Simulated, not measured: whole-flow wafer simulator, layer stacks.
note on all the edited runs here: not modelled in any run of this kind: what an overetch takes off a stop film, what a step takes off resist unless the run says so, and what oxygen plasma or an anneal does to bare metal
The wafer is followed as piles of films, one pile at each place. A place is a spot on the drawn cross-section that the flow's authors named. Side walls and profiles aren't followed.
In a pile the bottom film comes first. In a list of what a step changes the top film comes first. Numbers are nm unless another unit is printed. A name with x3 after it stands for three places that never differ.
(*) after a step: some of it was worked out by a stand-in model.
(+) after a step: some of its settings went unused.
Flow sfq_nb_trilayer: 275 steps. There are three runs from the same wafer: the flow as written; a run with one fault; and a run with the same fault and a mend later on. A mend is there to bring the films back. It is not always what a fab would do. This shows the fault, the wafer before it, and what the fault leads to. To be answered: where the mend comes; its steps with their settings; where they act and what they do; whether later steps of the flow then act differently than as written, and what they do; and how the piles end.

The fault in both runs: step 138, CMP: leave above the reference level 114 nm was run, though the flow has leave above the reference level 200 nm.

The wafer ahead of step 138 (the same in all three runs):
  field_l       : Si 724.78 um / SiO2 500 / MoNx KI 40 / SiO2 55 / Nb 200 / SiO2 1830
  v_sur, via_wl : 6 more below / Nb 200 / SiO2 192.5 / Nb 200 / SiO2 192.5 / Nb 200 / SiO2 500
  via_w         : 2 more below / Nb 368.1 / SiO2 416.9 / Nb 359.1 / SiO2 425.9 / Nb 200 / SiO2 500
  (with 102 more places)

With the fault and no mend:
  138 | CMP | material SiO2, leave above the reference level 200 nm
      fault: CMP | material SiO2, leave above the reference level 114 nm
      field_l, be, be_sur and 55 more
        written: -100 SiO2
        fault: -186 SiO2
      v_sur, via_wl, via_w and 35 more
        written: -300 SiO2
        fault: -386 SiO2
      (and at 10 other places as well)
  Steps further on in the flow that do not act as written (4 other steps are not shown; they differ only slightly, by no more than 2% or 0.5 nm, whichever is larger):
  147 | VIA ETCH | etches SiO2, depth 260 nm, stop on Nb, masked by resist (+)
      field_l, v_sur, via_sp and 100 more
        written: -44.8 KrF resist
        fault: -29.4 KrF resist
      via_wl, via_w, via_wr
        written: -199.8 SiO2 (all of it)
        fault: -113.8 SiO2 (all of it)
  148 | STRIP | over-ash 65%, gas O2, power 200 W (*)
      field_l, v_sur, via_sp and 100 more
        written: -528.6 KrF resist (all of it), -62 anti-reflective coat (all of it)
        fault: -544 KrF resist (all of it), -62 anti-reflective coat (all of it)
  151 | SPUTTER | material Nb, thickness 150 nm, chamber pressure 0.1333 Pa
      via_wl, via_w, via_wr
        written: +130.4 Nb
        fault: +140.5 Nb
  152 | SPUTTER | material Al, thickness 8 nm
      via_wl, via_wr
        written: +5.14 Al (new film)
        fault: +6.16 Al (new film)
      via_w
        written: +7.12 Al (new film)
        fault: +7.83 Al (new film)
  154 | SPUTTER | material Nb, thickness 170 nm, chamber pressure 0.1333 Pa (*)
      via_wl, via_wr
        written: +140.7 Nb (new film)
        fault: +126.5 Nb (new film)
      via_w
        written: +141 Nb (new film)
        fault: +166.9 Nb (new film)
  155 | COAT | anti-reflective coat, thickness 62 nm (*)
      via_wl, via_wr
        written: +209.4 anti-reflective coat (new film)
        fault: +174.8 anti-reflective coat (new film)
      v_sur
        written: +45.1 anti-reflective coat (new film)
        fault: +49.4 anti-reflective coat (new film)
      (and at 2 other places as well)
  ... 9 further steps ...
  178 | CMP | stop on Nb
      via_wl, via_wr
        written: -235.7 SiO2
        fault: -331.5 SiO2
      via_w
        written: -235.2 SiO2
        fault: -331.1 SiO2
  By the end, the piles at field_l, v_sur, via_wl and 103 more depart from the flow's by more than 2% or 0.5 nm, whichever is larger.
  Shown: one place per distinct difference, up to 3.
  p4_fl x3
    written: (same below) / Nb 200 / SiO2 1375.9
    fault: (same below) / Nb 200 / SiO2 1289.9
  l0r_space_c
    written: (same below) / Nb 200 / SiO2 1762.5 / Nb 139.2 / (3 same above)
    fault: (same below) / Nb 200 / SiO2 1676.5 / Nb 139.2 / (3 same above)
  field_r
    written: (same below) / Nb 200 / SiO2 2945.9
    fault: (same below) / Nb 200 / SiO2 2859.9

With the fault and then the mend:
  The mend stands after step 145.
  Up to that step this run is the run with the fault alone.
  145a | STRIP | over-ash 65%, gas O2, power 200 W (*)
      field_l, v_sur, via_sp and 100 more
        -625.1 KrF resist (all of it), -62 anti-reflective coat (all of it)
      via_wl, via_w, via_wr
        -62 anti-reflective coat (all of it)
  145b | PECVD | material SiO2, thickness 86 nm, 150 C, 19.11 s, RF power 183.3 W, pressure 2.4 Torr, precursor SiH4/N2O (the flow's step 137 again, with other settings)
      field_l, v_sur, via_wl and 103 more
        +86 SiO2
  145c | COAT | anti-reflective coat, thickness 62 nm (the flow's step 140 again)
      field_l, v_sur, via_wl and 103 more
        +62 anti-reflective coat (new film)
  145d | COAT | KrF resist, thickness 650 nm (the flow's step 141 again)
      field_l, v_sur, via_wl and 103 more
        +650 KrF resist (new film)
  145e | SOFTBAKE | KrF resist (the flow's step 142 again)
      does not change any film at any place that is followed
  145f | EXPOSE | photomask I4, dose 11.93 mJ/cm2, NA 0.6, wavelength 248 nm (*) (the flow's step 143 again)
      does not change any film at any place that is followed
  145g | PEB | KrF resist, 90 s (the flow's step 144 again)
      field_l, v_sur, via_wl and 103 more
        -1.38 KrF resist
  145h | DEVELOP | KrF resist, thickness 650 nm, 60 s (the flow's step 145 again)
      field_l, v_sur, via_sp and 100 more
        -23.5 KrF resist
      via_wl, via_w, via_wr
        -648.6 KrF resist (all of it)
  Later steps of the flow that are run all act as written at every place that is followed, up to a difference of at most 2% or 0.5 nm, whichever is larger.
  By the end, the piles equal the flow's at every place that both follow.
